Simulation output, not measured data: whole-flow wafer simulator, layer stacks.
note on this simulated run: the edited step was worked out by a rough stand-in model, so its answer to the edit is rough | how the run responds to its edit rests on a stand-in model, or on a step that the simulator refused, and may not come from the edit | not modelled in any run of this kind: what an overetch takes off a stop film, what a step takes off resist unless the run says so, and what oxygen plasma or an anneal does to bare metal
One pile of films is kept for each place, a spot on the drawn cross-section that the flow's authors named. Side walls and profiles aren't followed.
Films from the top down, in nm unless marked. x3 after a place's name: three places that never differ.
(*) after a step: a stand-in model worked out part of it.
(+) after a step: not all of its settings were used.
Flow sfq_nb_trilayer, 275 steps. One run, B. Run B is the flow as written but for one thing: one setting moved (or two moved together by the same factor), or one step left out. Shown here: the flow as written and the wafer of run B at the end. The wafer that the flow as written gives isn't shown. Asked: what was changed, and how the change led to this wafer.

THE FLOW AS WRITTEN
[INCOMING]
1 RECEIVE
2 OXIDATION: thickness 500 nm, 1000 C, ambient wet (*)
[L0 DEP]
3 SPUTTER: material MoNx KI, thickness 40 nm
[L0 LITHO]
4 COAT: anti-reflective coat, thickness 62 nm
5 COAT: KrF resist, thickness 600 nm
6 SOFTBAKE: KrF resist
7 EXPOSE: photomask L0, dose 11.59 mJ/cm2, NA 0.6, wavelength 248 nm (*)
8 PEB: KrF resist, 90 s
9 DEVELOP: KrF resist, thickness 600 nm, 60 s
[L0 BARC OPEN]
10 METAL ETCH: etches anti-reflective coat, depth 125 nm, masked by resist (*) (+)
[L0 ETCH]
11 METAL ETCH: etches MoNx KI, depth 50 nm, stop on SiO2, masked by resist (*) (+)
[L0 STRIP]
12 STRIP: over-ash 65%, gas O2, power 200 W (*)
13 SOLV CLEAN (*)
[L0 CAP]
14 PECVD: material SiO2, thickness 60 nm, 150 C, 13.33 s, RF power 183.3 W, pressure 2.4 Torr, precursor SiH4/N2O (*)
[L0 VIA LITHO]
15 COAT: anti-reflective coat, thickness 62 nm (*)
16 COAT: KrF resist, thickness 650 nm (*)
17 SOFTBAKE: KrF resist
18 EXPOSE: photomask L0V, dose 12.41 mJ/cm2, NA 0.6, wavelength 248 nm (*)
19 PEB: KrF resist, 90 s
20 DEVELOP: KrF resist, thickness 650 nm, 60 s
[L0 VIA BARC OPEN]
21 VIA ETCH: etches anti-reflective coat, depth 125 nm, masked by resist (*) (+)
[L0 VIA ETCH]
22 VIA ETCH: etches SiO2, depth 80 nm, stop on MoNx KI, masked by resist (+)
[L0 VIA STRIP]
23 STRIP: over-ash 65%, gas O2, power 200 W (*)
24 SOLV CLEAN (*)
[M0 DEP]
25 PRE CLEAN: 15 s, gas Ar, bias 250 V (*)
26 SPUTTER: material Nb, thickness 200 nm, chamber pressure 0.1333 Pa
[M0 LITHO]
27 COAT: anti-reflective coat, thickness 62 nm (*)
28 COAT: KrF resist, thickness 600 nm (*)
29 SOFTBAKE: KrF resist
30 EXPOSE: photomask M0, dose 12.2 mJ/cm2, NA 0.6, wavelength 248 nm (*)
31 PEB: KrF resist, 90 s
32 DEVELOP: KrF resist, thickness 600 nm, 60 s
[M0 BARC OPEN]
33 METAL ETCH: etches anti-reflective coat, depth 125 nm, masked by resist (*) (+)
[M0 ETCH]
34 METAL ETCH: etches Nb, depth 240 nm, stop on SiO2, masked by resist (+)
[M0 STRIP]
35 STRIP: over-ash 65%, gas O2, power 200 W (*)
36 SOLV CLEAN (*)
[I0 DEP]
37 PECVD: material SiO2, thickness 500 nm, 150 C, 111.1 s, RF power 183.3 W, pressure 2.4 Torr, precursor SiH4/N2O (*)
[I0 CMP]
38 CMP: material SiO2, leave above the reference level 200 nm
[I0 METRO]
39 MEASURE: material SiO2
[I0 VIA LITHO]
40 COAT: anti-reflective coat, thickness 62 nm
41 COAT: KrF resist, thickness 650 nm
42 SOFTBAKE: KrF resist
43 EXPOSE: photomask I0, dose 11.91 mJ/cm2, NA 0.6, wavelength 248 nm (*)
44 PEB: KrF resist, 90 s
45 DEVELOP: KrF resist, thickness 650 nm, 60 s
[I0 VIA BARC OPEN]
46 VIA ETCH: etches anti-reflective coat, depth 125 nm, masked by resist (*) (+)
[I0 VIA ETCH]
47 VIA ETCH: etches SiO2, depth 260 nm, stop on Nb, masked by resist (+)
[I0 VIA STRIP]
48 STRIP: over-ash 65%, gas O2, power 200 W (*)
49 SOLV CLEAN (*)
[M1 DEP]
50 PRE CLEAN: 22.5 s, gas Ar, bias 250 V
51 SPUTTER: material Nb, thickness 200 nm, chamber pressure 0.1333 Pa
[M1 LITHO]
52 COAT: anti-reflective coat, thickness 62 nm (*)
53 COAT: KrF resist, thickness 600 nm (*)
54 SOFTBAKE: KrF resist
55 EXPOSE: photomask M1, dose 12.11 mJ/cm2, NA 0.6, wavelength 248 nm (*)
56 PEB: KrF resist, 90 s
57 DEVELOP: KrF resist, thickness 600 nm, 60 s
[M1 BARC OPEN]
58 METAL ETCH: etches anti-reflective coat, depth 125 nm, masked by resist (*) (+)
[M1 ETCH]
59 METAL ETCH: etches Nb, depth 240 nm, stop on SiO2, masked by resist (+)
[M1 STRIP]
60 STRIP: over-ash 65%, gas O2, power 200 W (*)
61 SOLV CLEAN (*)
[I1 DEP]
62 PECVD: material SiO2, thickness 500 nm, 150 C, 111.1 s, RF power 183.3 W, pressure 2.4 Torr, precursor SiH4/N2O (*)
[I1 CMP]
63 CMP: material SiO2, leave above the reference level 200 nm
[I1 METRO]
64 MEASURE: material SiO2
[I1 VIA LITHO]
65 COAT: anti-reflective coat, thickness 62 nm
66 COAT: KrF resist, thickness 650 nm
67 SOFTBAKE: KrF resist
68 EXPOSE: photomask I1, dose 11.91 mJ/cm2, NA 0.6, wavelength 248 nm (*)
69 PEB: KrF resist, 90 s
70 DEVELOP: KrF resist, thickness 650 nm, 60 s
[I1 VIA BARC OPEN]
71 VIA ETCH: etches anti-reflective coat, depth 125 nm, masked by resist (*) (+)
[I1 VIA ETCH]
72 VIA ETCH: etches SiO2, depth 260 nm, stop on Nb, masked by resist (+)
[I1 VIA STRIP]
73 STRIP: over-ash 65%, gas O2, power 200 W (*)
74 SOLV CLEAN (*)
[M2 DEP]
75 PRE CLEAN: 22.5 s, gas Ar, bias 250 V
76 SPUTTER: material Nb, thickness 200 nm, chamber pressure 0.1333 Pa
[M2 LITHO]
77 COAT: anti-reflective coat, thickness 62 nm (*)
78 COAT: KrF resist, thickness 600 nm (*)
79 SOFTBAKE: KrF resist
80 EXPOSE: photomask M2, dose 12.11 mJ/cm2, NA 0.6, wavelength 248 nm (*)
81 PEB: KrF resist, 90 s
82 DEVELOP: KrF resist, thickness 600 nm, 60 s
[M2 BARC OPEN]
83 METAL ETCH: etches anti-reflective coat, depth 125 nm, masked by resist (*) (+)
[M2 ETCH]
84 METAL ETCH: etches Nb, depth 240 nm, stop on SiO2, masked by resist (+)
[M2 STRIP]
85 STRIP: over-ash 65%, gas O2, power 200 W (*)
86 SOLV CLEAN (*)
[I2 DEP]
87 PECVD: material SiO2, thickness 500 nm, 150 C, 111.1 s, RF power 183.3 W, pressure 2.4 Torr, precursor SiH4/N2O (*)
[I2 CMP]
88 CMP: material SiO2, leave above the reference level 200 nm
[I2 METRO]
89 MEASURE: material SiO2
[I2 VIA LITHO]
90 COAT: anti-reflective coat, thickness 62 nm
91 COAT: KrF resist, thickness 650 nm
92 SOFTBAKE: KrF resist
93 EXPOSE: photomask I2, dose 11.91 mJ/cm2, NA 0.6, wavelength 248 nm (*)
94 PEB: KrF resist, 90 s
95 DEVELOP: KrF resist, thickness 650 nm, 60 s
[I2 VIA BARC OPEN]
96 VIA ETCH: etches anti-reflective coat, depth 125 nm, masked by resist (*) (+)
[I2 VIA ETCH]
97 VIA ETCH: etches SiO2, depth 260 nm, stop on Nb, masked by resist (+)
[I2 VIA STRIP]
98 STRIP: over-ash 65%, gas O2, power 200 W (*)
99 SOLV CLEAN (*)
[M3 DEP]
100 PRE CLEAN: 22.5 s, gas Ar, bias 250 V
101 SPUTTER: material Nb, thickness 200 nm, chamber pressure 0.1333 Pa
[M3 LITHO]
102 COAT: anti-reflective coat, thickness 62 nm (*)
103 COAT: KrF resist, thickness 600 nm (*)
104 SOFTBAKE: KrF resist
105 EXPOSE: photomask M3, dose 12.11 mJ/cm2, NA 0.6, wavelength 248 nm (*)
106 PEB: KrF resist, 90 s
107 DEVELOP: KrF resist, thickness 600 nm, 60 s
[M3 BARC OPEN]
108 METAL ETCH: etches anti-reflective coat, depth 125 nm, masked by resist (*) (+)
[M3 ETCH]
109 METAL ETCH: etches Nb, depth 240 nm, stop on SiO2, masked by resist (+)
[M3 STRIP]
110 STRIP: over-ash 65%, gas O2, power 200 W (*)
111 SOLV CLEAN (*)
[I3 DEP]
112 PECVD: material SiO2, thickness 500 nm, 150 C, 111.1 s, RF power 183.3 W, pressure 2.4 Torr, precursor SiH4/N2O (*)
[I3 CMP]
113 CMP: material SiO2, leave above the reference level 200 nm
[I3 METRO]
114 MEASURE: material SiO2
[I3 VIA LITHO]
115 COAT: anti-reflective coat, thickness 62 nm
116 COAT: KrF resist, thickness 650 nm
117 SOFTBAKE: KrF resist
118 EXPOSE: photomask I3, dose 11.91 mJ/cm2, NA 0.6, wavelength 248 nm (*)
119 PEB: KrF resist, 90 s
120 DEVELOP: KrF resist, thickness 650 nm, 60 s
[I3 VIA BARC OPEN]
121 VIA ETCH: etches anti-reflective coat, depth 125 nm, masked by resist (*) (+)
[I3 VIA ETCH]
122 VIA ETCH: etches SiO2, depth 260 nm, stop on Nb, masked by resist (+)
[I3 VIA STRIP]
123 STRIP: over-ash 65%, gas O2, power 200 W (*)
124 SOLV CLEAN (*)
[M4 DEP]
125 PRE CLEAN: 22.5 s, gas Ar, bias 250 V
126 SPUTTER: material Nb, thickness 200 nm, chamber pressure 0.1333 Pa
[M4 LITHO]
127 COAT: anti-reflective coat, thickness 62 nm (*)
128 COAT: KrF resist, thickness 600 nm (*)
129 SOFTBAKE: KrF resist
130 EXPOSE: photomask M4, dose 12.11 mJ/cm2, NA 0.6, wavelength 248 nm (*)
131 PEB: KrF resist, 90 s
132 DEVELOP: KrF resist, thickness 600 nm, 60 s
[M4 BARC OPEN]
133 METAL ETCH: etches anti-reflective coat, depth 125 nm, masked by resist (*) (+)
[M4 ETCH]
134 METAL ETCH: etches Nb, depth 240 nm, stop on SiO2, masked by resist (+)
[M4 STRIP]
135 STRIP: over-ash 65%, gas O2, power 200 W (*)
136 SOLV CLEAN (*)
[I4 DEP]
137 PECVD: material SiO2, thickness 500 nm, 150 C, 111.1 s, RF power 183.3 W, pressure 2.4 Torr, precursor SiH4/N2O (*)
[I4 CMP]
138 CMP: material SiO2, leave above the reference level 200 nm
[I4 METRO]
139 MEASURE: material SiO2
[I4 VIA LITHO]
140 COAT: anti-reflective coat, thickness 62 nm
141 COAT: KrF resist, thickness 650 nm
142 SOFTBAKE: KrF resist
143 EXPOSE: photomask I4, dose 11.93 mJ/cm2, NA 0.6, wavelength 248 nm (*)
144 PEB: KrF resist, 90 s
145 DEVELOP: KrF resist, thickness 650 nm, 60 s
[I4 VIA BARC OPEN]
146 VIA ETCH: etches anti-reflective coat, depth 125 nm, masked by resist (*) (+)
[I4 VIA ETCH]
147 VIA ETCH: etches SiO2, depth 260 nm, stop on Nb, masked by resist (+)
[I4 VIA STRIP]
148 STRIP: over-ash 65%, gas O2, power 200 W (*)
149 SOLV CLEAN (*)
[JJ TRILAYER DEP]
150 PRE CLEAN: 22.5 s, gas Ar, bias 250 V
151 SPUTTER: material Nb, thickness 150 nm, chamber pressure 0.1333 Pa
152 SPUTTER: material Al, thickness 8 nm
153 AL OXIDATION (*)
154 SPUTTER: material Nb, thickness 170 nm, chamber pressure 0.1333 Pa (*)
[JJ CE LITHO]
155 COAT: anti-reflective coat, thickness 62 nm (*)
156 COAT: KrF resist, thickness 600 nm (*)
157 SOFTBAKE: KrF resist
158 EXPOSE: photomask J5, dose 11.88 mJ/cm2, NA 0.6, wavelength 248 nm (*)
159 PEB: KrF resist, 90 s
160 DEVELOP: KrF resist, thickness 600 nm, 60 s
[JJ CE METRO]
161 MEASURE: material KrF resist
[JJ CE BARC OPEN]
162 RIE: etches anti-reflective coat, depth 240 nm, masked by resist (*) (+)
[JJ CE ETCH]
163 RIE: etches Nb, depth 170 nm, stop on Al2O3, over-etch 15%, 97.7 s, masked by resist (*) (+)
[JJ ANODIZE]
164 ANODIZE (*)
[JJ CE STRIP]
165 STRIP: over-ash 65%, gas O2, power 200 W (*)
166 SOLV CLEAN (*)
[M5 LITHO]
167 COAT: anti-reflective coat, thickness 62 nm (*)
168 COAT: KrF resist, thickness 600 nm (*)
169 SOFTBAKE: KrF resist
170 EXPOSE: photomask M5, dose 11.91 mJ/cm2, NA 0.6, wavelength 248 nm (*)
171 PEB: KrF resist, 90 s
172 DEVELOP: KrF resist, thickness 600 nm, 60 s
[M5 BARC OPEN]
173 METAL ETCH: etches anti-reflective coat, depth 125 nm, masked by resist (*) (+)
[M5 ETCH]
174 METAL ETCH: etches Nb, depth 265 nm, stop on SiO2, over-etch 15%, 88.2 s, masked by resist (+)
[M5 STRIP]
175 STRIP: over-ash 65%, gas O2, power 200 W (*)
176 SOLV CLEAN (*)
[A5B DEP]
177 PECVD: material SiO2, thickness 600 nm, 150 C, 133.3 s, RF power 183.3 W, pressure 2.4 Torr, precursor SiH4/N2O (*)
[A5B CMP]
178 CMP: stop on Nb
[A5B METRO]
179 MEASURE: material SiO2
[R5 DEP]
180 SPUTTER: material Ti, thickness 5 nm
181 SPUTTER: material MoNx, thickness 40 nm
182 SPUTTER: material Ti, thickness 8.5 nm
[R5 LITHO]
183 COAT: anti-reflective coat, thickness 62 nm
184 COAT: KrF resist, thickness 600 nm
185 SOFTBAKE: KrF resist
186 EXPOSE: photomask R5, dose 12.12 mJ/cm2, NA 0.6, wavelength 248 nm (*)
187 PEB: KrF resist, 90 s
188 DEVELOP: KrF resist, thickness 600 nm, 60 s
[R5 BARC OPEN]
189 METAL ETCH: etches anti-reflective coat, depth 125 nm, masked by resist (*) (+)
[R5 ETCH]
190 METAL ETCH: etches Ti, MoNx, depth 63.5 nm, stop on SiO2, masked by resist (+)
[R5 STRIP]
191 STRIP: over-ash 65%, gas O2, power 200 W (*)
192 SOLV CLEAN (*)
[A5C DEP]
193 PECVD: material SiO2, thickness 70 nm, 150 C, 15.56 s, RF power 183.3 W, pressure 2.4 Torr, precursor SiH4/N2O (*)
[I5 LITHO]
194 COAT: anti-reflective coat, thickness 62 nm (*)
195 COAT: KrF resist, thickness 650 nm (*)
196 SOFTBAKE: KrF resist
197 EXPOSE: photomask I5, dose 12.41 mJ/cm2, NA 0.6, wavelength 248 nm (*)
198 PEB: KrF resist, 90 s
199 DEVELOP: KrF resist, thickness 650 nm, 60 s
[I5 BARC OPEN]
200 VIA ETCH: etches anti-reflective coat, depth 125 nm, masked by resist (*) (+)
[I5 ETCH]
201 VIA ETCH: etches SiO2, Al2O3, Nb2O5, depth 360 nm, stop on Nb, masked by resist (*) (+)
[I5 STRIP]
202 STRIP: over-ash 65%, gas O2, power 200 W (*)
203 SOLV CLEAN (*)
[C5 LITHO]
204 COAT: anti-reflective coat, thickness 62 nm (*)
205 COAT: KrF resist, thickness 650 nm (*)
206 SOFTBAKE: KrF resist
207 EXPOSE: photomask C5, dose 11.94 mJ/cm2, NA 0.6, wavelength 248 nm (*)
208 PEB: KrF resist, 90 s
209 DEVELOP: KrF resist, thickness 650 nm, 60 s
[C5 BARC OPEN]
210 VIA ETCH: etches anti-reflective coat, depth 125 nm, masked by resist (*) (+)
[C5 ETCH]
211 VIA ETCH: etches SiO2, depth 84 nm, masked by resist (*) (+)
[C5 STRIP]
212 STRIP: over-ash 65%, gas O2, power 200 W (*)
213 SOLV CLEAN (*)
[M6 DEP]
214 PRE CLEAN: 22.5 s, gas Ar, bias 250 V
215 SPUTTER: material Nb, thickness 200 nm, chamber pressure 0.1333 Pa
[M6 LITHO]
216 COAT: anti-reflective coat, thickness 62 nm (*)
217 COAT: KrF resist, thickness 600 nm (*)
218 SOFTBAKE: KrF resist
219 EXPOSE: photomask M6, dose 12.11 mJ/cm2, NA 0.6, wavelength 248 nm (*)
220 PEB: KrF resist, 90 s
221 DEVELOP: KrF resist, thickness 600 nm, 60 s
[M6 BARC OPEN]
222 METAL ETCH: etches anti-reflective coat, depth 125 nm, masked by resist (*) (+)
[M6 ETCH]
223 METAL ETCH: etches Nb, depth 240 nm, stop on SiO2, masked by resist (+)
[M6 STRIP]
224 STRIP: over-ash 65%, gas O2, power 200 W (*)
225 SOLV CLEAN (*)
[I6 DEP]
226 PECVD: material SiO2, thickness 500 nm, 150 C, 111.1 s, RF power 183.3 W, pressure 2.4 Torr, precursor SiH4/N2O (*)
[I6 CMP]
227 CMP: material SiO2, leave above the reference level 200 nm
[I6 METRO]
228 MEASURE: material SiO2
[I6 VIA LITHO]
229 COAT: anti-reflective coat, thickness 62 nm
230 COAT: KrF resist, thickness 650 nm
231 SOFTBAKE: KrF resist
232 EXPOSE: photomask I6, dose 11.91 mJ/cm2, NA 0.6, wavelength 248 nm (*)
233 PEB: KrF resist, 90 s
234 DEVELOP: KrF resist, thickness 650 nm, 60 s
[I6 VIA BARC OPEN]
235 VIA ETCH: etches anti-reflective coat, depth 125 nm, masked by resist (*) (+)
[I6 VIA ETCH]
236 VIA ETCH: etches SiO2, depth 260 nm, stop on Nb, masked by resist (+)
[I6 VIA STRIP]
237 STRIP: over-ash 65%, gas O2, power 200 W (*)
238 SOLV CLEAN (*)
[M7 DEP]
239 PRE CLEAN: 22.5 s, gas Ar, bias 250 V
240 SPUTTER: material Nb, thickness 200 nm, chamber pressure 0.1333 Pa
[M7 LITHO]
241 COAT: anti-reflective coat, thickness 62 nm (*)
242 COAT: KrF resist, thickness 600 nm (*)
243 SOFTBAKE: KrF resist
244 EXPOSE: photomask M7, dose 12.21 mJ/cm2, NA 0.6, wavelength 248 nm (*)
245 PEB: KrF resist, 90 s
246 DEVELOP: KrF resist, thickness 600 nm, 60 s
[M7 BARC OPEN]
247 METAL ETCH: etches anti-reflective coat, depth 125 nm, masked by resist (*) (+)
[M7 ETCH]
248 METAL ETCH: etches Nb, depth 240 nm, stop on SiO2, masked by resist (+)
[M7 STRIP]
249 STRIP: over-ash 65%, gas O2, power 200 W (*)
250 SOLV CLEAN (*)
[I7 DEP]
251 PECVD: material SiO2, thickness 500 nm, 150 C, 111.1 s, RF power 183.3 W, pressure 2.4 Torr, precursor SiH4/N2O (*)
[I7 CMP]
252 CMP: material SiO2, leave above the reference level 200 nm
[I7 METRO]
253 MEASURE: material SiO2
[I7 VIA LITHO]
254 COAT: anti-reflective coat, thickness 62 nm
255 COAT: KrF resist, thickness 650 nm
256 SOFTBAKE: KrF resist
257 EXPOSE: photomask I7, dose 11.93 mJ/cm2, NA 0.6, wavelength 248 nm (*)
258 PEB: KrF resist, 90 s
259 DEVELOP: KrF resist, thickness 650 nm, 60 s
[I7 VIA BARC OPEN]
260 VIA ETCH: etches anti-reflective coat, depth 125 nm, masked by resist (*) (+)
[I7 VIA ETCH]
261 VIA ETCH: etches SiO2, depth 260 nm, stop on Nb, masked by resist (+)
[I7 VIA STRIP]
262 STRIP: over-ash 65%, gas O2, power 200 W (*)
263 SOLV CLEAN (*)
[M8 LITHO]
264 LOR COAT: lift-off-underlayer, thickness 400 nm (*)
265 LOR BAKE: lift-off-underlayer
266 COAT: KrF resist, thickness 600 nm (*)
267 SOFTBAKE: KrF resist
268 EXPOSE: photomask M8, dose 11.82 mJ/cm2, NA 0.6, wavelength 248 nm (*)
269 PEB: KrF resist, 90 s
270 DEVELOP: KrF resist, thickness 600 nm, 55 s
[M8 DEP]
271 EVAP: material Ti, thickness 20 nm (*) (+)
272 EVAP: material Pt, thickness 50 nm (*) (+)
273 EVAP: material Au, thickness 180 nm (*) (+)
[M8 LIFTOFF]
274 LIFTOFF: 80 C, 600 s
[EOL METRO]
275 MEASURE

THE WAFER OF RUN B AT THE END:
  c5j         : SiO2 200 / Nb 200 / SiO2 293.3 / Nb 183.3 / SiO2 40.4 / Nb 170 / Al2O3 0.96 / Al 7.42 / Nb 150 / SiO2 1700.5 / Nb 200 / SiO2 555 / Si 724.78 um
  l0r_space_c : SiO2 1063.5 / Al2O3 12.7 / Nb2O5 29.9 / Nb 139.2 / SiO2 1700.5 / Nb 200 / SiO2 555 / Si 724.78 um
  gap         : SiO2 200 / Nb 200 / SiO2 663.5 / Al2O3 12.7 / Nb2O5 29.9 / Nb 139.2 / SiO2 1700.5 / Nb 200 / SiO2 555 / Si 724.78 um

The cause: step 137, PECVD: thickness 338 nm was run, where the flow has thickness 500 nm; step 137, PECVD: 75 s was run, where the flow has 111.1 s.

How the change led to this, step by step:
  137 PECVD: material SiO2, thickness 500 nm, 150 C, 111.1 s, RF power 183.3 W, pressure 2.4 Torr, precursor SiH4/N2O (*)
      field_l, be, be_sur and 55 more: SiO2 +338 (as written it would be: SiO2 +500)
      v_sur, via_wl, via_w and 35 more: SiO2 +338 (new film) (as written it would be: SiO2 +500 (new film))
      (and at 10 more places)
  138 CMP: material SiO2, leave above the reference level 200 nm
      field_l, be, be_sur and 55 more: nothing (as written it would be: SiO2 -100)
      p3_s0, p3_s1, p3_s2, p3_s3, p3_s4, p3_s5: nothing (as written it would be: SiO2 -157.1)
      (and at 42 more places)
  140 COAT: anti-reflective coat, thickness 62 nm
      m0r_line_l, m0r_line_r, m6r_line_l, m6r_line_r, m7r_line_l, m7r_line_r: anti-reflective coat +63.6 (new film) (as written it would be: anti-reflective coat +62 (new film))
      m0r_space_l, m0r_space_r, m6r_space_l, m6r_space_r, m7r_space_l, m7r_space_r: anti-reflective coat +70.8 (new film) (as written it would be: anti-reflective coat +62 (new film))
      (and at 71 more places)
  141 COAT: KrF resist, thickness 650 nm
      p3_l2, p3_l3: KrF resist +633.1 (new film) (as written it would be: KrF resist +650 (new film))
      v_sur: KrF resist +627.6 (new film) (as written it would be: KrF resist +650 (new film))
      (and at 28 more places)
  145 DEVELOP: KrF resist, thickness 650 nm, 60 s
      via_wl: KrF resist -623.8 (all of it) (as written it would be: KrF resist -648.6 (all of it))
      via_w: KrF resist -627.1 (all of it) (as written it would be: KrF resist -648.6 (all of it))
      (and at 1 more place)
  146 VIA ETCH: etches anti-reflective coat, depth 125 nm, masked by resist (*) (+)
      field_l, v_sur, via_sp and 100 more: KrF resist -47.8 (as written it would be: KrF resist -51.7)
      via_wl, via_wr: anti-reflective coat -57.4 (all of it), SiO2 -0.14 (as written it would be: anti-reflective coat -62 (all of it), SiO2 -0.16)
      (and at 1 more place)
  148 STRIP: over-ash 65%, gas O2, power 200 W (*)
      m0r_line_l, m0r_line_r, m6r_line_l, m6r_line_r, m7r_line_l, m7r_line_r: KrF resist -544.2 (all of it), anti-reflective coat -63.6 (all of it) (as written it would be: KrF resist -528.6 (all of it), anti-reflective coat -62 (all of it))
      m0r_space_l, m0r_space_r, m6r_space_l, m6r_space_r, m7r_space_l, m7r_space_r: KrF resist -539.4 (all of it), anti-reflective coat -70.8 (all of it) (as written it would be: KrF resist -528.6 (all of it), anti-reflective coat -62 (all of it))
      (and at 71 more places)
  151 SPUTTER: material Nb, thickness 150 nm, chamber pressure 0.1333 Pa
      be, lsp_l: Nb +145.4 (new film) (as written it would be: Nb +150 (new film))
      via_v: Nb +145.7 (new film) (as written it would be: Nb +150 (new film))
  154 SPUTTER: material Nb, thickness 170 nm, chamber pressure 0.1333 Pa (*)
      be, lsp_l: Nb +164.4 (new film) (as written it would be: Nb +170 (new film))
      via_v: Nb +164.7 (new film) (as written it would be: Nb +170 (new film))
  155 COAT: anti-reflective coat, thickness 62 nm (*)
      p3_l1, p3_l2, p3_l3, p3_l4, p3_l5, p3_l6: anti-reflective coat +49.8 (new film) (as written it would be: anti-reflective coat +62 (new film))
      wl_a_m6, wl_a_sr, wl_b_sl, wl_b_m5, wl_b_sr: anti-reflective coat +60.4 (new film) (as written it would be: anti-reflective coat +62 (new film))
      (and at 71 more places)
  156 COAT: KrF resist, thickness 600 nm (*)
      p3_s0, wl_g_sl: KrF resist +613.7 (new film) (as written it would be: KrF resist +600 (new film))
      p3_s2, p3_s3: KrF resist +612.6 (new film) (as written it would be: KrF resist +600 (new film))
      (and at 37 more places)
  160 DEVELOP: KrF resist, thickness 600 nm, 60 s
      p3_s0, wl_g_sl: KrF resist -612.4 (all of it) (as written it would be: KrF resist -598.7 (all of it))
      p3_s3, r5r_line_r: KrF resist -611.3 (all of it) (as written it would be: KrF resist -598.7 (all of it))
      (and at 36 more places)
  162 RIE: etches anti-reflective coat, depth 240 nm, masked by resist (*) (+)
      p3_l1, p3_l2, p3_l3, p3_l4, p3_l5, p3_l6: anti-reflective coat -49.8 (all of it) (as written it would be: anti-reflective coat -62 (all of it))
      wl_a_m6, wl_a_sr, wl_b_sl, wl_b_m5, wl_b_sr: anti-reflective coat -60.4 (all of it) (as written it would be: anti-reflective coat -62 (all of it))
      (and at 70 more places)
  163 RIE: etches Nb, depth 170 nm, stop on Al2O3, over-etch 15%, 97.7 s, masked by resist (*) (+)
      be, lsp_l: Nb -164.4 (all of it), Al2O3 -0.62 (as written it would be: Nb -170 (all of it), Al2O3 -0.51)
      via_v: Nb -164.7 (all of it), Al2O3 -0.62 (as written it would be: Nb -170 (all of it), Al2O3 -0.51)
  164 ANODIZE (*)
      be, lsp_l: Al2O3 +11.8, Nb2O5 +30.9 (new film), Al -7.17 (all of it), Nb -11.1 (as written it would be: Al2O3 +12.2, Nb2O5 +29.9 (new film), Al -7.42 (all of it), Nb -10.8)
      via_v: Al2O3 +11.5, Nb2O5 +31.5 (new film), Al -6.97 (all of it), Nb -11.3 (as written it would be: Al2O3 +12.2, Nb2O5 +29.9 (new film), Al -7.42 (all of it), Nb -10.8)
  165 STRIP: over-ash 65%, gas O2, power 200 W (*)
      ce_l: KrF resist -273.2 (all of it), anti-reflective coat -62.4 (all of it) (as written it would be: KrF resist -266.8 (all of it), anti-reflective coat -61.4 (all of it))
      c5j: KrF resist -273.1 (all of it), anti-reflective coat -62.3 (all of it) (as written it would be: KrF resist -266.9 (all of it), anti-reflective coat -61.5 (all of it))
      (and at 2 more places)
  ... 42 more steps ...
  274 LIFTOFF: 80 C, 600 s
      be: Au -180 (all of it), Pt -50 (all of it), Ti -20 (all of it), KrF resist -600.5 (all of it), lift-off-underlayer -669 (all of it) (as written it would be: Au -180 (all of it), Pt -50 (all of it), Ti -20 (all of it), KrF resist -572.1 (all of it), lift-off-underlayer -398.5 (all of it))
      be_sur: Au -180 (all of it), Pt -50 (all of it), Ti -20 (all of it), KrF resist -582.6 (all of it), lift-off-underlayer -376.9 (all of it) (as written it would be: Au -180 (all of it), Pt -50 (all of it), Ti -20 (all of it), KrF resist -572.6 (all of it), lift-off-underlayer -398.9 (all of it))
Counting metal films that touch as one body, c5j has 5 bodies (between them, from the top down: SiO2 293.3; SiO2 40.4; Al2O3 0.96; SiO2 1700.5); the flow as written gives 4 bodies (between them, from the top down: SiO2 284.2; Al2O3 0.96; SiO2 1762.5).
